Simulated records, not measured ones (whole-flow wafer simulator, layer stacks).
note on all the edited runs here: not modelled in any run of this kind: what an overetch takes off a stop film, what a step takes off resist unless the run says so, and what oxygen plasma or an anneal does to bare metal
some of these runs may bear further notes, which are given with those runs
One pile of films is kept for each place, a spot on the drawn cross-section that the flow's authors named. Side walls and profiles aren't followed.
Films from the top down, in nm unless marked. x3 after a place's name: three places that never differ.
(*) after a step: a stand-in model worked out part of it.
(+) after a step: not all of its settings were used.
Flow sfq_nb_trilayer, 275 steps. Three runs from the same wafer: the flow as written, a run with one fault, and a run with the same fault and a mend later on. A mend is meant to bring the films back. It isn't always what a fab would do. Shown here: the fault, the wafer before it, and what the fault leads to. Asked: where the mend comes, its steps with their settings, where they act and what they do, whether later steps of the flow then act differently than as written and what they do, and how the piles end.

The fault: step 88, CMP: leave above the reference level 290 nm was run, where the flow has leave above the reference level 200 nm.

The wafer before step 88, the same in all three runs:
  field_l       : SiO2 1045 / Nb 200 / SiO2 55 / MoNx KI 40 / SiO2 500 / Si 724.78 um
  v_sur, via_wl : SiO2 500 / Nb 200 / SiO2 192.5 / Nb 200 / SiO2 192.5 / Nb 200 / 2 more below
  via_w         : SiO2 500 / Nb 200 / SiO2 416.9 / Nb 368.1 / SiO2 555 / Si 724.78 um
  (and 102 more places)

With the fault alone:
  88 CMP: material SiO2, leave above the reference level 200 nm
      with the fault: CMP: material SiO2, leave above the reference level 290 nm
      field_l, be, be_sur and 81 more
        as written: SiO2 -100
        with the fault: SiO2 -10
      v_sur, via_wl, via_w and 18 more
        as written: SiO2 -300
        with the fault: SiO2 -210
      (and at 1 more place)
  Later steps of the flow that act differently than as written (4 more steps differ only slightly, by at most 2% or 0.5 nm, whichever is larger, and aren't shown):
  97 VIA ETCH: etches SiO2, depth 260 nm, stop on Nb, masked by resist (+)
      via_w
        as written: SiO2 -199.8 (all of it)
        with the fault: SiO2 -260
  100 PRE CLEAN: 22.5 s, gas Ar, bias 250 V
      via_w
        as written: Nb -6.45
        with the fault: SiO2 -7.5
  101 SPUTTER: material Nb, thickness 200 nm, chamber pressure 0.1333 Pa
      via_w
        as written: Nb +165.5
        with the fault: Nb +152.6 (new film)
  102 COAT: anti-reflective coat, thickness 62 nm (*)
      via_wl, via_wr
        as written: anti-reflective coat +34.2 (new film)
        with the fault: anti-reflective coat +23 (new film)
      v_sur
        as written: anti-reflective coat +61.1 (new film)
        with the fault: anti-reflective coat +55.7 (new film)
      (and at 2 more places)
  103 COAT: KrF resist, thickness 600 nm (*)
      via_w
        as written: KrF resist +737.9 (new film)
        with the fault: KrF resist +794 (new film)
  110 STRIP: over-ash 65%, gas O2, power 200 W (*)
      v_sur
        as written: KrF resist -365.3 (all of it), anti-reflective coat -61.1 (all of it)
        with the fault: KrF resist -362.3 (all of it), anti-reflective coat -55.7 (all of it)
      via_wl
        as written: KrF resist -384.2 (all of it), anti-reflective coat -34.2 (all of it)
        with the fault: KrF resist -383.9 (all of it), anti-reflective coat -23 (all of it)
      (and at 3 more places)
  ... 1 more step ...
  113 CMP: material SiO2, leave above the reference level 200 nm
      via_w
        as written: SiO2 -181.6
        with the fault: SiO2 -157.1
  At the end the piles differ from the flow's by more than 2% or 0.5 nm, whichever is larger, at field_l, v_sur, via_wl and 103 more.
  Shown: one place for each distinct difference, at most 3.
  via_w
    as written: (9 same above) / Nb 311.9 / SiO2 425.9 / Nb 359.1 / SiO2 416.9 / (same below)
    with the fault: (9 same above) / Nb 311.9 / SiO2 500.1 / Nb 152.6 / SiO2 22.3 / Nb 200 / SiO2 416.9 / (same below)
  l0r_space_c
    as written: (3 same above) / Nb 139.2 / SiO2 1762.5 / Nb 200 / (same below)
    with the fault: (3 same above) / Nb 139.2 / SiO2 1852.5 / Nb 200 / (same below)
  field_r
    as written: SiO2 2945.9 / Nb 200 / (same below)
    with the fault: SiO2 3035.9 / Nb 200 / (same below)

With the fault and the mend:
  The mend comes after step 89.
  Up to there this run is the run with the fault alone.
  89a CMP: material SiO2, leave above the reference level 200 nm (the flow's step 88 once more)
      field_l, v_sur, via_wl and 103 more
        SiO2 -90
  No later step of the flow acts differently than as written at any place that is followed.
  At the end the piles are the same as the flow's at every place that both follow.
